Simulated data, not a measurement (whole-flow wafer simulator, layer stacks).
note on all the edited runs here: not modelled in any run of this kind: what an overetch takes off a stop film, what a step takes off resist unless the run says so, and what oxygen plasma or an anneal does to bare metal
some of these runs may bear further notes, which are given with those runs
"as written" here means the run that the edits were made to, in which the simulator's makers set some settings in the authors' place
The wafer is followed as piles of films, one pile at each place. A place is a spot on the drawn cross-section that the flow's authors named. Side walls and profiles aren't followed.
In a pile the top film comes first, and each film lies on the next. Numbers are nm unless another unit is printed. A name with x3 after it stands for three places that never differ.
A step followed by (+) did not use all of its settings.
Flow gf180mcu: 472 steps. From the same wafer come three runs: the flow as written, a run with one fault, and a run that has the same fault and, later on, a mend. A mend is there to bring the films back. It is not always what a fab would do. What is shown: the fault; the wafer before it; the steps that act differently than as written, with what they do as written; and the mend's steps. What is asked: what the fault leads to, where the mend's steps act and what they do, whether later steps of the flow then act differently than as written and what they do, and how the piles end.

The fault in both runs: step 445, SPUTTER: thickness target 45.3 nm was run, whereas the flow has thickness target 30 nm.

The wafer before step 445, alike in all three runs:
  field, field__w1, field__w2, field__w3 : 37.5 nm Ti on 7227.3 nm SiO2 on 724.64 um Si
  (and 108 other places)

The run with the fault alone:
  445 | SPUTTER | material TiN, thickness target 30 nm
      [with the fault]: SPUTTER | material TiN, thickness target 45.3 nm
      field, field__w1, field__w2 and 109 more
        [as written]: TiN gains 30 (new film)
        [with the fault]: TiN gains 45.3 (new film)
  Steps later in the flow that act otherwise than as written (4 other steps are not shown; they differ only slightly, by no more than 2% or 0.5 nm, whichever is larger):
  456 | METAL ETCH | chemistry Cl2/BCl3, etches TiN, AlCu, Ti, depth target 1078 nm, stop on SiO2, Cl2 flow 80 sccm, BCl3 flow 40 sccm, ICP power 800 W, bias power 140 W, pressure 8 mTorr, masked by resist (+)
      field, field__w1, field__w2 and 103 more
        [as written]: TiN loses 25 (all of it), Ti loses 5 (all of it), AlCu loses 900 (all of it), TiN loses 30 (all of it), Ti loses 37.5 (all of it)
        [with the fault]: TiN loses 25 (all of it), Ti loses 5 (all of it), AlCu loses 900 (all of it), TiN loses 45.3 (all of it), Ti loses 37.5 (all of it)
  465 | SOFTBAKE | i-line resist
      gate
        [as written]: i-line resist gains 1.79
        [with the fault]: i-line resist loses 0.23
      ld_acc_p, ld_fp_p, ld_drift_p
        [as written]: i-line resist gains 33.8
        [with the fault]: i-line resist gains 27.6
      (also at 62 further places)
  At field__w8, contact, m1, m1__w1, pad, m1_nw, the piles at the end differ from the flow's by more than 2% or 0.5 nm, whichever is larger.
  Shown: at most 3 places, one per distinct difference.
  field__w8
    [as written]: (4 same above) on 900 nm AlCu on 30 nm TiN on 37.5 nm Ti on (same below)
    [with the fault]: (4 same above) on 900 nm AlCu on 45.3 nm TiN on 37.5 nm Ti on (same below)
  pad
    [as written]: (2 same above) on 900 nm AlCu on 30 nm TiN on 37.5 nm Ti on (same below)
    [with the fault]: (2 same above) on 900 nm AlCu on 45.3 nm TiN on 37.5 nm Ti on (same below)

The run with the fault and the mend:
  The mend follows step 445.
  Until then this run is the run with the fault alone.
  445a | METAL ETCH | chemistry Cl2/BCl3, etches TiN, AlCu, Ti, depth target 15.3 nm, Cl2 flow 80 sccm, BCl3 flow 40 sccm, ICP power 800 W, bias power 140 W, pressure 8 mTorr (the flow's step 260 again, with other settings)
      field, field__w1, field__w2 and 109 more
        TiN loses 15.3
  None of the later steps of the flow acts differently than as written at any place that is followed.
  By the end, the piles equal the flow's at every place that both follow.
